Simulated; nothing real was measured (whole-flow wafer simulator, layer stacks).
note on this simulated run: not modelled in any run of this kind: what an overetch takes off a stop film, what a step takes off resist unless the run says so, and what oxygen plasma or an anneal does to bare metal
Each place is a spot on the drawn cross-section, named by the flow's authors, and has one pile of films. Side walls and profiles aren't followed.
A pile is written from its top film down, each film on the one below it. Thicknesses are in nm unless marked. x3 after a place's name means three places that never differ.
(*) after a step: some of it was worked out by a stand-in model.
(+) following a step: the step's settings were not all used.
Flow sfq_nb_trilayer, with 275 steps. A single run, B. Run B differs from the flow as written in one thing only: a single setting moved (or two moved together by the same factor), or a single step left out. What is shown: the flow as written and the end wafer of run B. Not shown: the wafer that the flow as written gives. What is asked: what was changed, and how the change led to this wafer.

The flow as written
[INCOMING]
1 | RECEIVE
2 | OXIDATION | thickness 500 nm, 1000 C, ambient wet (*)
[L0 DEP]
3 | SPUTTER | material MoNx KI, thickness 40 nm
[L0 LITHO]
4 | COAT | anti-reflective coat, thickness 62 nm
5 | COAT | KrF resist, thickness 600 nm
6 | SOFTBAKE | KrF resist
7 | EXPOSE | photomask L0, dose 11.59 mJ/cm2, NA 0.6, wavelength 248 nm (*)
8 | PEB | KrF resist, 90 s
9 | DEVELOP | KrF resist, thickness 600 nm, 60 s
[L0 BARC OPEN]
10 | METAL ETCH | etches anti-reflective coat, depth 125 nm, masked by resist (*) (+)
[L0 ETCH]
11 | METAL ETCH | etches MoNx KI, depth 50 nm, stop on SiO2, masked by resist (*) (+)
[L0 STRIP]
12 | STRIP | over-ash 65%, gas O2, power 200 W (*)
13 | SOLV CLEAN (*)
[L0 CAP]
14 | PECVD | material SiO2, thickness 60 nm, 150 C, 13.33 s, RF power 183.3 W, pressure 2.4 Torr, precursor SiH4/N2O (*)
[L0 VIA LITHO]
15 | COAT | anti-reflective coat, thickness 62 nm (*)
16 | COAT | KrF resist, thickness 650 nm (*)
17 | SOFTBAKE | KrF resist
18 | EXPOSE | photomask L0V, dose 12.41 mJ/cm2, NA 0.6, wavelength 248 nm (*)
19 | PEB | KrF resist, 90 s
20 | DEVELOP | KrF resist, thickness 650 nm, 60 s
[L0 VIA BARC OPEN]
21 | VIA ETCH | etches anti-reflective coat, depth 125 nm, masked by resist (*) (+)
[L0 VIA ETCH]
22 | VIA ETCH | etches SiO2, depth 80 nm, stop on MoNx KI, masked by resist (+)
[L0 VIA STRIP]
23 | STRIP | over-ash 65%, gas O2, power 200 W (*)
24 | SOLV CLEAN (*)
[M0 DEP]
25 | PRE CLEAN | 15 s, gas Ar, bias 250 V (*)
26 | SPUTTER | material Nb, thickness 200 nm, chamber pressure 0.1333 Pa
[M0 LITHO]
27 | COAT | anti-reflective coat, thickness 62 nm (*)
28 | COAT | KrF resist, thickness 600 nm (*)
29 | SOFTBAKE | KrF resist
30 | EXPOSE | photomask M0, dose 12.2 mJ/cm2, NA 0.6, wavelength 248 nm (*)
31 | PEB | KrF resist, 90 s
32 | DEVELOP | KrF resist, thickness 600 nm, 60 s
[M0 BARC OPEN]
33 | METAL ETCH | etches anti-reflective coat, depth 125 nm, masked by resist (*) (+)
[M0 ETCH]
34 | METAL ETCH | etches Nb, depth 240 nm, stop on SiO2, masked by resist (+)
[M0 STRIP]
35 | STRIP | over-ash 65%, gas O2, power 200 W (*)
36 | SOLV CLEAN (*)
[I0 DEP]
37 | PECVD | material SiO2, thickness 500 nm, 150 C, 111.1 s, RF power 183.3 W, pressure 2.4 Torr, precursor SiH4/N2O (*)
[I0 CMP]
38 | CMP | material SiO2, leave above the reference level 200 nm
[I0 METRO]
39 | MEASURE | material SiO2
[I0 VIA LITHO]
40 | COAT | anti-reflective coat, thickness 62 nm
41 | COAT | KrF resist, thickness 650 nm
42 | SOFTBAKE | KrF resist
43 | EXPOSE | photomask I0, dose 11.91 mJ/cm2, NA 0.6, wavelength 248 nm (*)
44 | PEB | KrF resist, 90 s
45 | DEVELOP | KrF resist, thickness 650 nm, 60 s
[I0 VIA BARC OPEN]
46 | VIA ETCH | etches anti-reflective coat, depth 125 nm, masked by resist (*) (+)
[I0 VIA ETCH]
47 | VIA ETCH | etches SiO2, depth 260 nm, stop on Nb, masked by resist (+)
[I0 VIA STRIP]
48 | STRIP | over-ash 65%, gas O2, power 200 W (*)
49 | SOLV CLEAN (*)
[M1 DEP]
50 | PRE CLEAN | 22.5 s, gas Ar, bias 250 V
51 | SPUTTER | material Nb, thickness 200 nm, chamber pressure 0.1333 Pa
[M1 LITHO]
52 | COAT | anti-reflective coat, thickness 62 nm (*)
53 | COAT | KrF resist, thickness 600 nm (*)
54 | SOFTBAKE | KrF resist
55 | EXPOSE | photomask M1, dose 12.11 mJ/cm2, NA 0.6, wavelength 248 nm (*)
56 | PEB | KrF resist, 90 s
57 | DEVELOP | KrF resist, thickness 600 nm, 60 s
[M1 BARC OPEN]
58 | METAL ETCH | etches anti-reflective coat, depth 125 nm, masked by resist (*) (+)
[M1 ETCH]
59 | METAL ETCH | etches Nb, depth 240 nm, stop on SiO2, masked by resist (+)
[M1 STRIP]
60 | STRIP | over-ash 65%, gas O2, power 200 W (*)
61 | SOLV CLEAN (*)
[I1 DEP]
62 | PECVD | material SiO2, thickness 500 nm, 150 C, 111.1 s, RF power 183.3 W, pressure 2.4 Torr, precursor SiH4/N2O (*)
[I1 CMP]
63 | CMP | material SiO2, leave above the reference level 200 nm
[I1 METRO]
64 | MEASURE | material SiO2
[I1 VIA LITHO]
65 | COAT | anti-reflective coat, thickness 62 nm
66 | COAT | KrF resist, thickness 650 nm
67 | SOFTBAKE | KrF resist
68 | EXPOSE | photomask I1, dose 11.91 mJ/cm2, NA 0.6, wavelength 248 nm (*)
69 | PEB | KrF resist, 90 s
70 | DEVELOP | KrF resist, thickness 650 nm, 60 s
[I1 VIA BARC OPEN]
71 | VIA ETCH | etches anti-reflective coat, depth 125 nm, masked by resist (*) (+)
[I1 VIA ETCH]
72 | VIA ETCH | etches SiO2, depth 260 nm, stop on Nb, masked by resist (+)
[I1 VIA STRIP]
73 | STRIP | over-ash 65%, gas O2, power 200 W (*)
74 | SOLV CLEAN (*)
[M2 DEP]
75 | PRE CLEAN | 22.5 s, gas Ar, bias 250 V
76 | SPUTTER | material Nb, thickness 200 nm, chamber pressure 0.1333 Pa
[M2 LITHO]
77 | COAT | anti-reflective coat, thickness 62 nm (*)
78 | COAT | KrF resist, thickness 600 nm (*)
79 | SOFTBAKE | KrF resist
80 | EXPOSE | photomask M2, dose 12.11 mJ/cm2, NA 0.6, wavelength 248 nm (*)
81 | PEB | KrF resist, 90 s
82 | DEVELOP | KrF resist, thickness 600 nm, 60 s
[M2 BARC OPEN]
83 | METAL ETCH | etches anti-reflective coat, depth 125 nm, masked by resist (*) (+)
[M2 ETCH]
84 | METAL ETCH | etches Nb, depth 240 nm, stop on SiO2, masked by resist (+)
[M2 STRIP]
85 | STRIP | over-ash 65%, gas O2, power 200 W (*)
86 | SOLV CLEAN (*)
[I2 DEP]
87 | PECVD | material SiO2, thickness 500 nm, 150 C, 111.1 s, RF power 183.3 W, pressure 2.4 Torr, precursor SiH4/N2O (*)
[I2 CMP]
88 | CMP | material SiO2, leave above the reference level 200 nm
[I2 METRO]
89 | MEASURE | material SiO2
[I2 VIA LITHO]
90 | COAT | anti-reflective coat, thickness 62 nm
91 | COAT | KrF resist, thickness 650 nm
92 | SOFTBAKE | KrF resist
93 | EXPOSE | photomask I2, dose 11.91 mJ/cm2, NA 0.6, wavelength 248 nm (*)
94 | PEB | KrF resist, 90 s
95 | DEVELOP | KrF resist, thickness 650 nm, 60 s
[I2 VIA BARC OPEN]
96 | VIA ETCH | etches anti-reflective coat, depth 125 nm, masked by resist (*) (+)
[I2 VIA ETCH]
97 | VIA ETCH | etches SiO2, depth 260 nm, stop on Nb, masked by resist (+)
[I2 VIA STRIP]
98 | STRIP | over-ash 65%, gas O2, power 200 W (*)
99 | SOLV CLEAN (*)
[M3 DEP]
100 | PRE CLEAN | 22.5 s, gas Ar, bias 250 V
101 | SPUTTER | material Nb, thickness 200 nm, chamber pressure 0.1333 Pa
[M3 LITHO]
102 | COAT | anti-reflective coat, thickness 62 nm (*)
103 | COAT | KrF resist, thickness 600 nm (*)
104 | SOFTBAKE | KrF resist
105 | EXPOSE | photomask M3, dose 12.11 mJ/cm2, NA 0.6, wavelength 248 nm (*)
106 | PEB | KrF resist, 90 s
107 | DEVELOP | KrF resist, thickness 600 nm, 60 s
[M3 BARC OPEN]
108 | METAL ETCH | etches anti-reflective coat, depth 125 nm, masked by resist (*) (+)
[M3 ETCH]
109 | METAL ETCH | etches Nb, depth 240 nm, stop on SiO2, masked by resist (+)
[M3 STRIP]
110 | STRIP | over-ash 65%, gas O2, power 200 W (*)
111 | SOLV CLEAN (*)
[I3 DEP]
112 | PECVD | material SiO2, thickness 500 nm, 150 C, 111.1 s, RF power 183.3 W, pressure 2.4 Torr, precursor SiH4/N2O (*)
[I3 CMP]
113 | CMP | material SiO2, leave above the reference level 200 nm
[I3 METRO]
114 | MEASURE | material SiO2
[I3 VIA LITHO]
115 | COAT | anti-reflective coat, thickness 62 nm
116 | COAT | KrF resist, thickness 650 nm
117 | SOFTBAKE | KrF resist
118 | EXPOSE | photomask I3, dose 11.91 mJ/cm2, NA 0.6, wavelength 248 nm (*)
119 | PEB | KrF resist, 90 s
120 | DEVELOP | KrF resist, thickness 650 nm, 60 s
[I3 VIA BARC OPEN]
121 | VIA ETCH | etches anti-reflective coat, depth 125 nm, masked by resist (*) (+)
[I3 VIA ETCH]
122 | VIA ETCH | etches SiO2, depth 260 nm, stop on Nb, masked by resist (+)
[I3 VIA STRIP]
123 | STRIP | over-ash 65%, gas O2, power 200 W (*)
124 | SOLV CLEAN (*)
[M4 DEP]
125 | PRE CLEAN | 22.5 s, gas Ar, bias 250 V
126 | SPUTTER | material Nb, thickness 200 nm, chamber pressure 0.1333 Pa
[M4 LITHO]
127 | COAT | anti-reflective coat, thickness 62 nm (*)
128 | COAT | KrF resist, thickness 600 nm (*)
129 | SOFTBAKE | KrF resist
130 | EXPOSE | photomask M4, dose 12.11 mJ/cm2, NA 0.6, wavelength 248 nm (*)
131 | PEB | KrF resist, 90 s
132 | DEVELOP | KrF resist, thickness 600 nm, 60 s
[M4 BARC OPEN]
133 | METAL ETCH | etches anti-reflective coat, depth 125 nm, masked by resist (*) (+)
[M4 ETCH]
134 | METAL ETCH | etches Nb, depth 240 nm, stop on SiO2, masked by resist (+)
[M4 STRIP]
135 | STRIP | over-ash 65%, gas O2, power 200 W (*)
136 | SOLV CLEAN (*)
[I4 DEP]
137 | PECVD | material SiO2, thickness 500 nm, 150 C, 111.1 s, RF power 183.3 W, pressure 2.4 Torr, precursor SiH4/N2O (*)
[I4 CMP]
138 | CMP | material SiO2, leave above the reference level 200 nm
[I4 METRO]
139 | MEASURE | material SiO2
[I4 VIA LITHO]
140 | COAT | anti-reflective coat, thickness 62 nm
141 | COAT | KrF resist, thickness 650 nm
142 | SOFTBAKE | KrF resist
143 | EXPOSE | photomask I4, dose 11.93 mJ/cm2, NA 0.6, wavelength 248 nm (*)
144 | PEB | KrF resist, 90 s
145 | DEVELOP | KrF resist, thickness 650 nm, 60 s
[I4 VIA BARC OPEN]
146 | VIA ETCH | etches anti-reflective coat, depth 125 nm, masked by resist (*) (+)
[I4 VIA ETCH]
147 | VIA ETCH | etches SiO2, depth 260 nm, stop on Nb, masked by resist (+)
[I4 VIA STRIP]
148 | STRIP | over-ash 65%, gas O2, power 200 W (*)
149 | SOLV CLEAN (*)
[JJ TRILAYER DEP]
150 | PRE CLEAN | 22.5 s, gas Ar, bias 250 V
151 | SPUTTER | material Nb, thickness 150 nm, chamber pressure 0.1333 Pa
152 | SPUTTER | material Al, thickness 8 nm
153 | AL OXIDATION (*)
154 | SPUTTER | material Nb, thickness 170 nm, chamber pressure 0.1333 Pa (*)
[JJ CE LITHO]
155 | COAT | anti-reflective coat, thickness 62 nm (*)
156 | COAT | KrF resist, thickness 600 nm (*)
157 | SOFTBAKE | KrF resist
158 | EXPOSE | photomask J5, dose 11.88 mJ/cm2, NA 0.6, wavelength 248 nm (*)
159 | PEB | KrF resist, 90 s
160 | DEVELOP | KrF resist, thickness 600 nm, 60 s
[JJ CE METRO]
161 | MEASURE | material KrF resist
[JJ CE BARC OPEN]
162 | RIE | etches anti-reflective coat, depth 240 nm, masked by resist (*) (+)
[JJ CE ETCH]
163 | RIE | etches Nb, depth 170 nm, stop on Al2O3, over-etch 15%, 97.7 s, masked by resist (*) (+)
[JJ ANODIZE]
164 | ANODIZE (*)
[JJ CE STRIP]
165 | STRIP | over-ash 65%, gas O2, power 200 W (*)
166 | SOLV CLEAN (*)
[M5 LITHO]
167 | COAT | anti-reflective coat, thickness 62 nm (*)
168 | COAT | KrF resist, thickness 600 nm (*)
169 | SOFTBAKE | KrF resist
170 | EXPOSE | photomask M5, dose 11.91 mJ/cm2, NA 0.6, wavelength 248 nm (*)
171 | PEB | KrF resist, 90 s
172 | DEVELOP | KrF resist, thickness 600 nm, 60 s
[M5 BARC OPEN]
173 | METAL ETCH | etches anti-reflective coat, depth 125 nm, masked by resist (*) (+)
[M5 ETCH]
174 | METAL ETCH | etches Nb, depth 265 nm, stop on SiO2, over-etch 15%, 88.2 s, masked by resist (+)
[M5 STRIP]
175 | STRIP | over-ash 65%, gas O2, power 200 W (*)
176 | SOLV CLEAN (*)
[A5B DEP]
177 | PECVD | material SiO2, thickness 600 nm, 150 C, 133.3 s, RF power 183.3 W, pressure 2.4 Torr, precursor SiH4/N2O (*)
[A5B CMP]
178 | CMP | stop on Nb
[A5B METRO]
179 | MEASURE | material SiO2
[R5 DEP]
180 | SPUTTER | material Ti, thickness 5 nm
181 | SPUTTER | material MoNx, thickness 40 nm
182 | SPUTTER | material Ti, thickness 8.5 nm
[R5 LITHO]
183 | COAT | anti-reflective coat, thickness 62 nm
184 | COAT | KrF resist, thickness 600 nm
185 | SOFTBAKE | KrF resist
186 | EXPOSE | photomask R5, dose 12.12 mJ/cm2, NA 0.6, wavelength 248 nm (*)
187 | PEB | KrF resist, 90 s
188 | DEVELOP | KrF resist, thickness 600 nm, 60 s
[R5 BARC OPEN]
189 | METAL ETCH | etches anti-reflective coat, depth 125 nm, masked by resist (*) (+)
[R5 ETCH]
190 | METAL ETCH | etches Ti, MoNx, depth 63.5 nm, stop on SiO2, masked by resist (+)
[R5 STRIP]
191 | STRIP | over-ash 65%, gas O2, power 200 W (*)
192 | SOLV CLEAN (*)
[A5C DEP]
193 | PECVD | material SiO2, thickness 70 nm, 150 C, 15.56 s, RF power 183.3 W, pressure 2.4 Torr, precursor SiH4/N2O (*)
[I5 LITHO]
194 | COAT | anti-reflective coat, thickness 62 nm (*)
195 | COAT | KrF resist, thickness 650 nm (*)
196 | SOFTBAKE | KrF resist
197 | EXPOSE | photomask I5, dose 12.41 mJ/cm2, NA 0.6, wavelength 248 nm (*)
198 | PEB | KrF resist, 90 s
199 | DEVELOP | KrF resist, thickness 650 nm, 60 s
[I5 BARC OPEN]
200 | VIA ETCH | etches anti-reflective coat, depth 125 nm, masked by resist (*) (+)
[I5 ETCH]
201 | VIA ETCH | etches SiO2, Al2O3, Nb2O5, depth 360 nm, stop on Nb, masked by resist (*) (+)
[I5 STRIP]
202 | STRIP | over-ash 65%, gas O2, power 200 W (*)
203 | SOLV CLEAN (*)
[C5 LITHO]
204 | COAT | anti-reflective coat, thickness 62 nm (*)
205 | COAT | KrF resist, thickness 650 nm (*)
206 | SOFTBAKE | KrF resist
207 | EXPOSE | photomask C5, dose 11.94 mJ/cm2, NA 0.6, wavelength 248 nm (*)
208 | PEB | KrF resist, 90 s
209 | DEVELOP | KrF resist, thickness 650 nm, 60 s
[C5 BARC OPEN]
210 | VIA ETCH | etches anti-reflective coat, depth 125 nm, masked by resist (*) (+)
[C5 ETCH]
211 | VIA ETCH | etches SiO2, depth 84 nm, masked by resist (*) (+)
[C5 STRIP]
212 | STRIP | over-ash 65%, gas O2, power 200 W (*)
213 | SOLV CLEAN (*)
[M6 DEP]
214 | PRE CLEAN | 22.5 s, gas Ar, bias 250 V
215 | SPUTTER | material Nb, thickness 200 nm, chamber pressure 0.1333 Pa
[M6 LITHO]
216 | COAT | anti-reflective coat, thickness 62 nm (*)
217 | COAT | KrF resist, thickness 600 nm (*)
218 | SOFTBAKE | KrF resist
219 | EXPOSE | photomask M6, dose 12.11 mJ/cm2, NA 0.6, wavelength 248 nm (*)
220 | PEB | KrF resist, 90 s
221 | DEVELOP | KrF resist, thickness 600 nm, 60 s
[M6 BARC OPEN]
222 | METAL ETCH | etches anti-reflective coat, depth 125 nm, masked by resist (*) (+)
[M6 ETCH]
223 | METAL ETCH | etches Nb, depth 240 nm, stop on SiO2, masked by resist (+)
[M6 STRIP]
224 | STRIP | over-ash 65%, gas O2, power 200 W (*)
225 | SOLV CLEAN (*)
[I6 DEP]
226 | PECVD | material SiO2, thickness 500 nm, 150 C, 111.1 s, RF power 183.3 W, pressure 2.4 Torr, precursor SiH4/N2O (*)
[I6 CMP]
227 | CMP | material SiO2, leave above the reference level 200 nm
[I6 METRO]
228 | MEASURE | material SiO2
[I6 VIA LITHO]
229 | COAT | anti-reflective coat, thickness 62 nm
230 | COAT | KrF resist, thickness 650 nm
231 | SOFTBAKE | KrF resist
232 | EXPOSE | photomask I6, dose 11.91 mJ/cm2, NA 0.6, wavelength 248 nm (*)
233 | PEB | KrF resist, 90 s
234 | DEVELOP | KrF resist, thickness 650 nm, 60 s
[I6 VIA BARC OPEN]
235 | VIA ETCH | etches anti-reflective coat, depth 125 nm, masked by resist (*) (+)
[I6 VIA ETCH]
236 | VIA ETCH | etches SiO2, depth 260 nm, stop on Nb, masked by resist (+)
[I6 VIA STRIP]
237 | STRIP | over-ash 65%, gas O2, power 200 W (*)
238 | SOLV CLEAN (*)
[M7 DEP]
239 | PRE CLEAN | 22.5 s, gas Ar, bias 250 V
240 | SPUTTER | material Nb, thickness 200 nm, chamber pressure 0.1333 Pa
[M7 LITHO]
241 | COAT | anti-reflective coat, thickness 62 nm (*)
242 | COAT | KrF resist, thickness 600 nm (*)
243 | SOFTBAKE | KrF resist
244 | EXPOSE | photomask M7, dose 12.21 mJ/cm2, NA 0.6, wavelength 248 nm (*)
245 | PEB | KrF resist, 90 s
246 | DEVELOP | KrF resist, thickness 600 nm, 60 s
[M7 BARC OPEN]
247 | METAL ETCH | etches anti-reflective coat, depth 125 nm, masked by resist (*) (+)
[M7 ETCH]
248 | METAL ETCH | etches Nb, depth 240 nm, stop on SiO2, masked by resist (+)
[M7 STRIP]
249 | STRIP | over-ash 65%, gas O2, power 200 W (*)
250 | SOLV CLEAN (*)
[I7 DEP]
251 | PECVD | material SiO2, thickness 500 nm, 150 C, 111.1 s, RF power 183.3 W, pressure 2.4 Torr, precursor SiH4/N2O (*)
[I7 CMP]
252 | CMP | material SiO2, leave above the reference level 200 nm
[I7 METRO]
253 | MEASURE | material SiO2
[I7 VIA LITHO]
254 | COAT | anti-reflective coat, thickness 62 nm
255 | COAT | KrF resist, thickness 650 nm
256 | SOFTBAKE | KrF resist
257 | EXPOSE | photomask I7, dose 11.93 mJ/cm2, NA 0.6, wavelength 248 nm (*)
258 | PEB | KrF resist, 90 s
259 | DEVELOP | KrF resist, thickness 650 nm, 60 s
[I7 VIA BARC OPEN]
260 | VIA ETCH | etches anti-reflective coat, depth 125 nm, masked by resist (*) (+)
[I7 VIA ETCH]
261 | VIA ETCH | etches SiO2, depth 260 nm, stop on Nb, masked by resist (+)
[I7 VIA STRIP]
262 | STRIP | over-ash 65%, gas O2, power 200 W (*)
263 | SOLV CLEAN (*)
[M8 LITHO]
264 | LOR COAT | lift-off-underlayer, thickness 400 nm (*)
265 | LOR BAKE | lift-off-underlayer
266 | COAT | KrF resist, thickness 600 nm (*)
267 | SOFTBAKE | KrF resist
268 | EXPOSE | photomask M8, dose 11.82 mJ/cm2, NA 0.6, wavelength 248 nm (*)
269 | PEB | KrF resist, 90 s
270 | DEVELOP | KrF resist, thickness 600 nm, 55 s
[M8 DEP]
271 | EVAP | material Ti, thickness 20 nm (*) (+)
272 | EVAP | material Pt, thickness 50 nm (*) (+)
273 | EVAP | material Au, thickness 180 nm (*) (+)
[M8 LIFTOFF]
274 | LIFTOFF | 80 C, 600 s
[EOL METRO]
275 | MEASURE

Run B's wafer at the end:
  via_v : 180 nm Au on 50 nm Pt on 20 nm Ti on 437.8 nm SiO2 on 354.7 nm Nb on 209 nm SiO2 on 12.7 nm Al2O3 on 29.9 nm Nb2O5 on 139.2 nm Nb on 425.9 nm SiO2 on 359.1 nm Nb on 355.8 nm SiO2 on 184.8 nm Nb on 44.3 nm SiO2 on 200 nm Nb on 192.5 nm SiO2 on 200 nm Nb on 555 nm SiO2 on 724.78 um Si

The reason: step 72, VIA ETCH: depth 148 nm was run, though the flow has depth 260 nm.

Step by step, how the change led to this:
  72 | VIA ETCH | etches SiO2, depth 260 nm, stop on Nb, masked by resist (+)
      via_v: -148 SiO2 (it would be, as written: -199.8 SiO2 (all of it))
      field_l, v_sur, via_wl and 102 more: -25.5 KrF resist (it would be, as written: -44.8 KrF resist)
  73 | STRIP | over-ash 65%, gas O2, power 200 W (*)
      field_l, v_sur, via_wl and 102 more: -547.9 KrF resist (all of it), -62 anti-reflective coat (all of it) (it would be, as written: -528.6 KrF resist (all of it), -62 anti-reflective coat (all of it))
  75 | PRE CLEAN | 22.5 s, gas Ar, bias 250 V
      via_v: -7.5 SiO2 (it would be, as written: -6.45 Nb)
  76 | SPUTTER | material Nb, thickness 200 nm, chamber pressure 0.1333 Pa
      via_v: +184.8 Nb (new film) (it would be, as written: +174.5 Nb)
  77 | COAT | anti-reflective coat, thickness 62 nm (*)
      via_v: +111.1 anti-reflective coat (new film) (it would be, as written: +123.1 anti-reflective coat (new film))
  78 | COAT | KrF resist, thickness 600 nm (*)
      via_v: +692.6 KrF resist (new film) (it would be, as written: +733.7 KrF resist (new film))
  85 | STRIP | over-ash 65%, gas O2, power 200 W (*)
      via_v: -474.7 KrF resist (all of it), -111.1 anti-reflective coat (all of it) (it would be, as written: -515.8 KrF resist (all of it), -123.1 anti-reflective coat (all of it))
  87 | PECVD | material SiO2, thickness 500 nm, 150 C, 111.1 s, RF power 183.3 W, pressure 2.4 Torr, precursor SiH4/N2O (*)
      via_v: +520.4 SiO2 (new film) (it would be, as written: +606 SiO2 (new film))
  88 | CMP | material SiO2, leave above the reference level 200 nm
      via_v: -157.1 SiO2 (it would be, as written: -181.6 SiO2)
If metal films that touch count as one body, via_v has 7 bodies (between them, from the top down: SiO2 437.8; SiO2 209 / Al2O3 12.7 / Nb2O5 29.9; SiO2 425.9; SiO2 355.8; SiO2 44.3; SiO2 192.5); the flow as written gives 6 bodies (between them, from the top down: SiO2 437.8; SiO2 209 / Al2O3 12.7 / Nb2O5 29.9; SiO2 425.9; SiO2 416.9; SiO2 192.5).
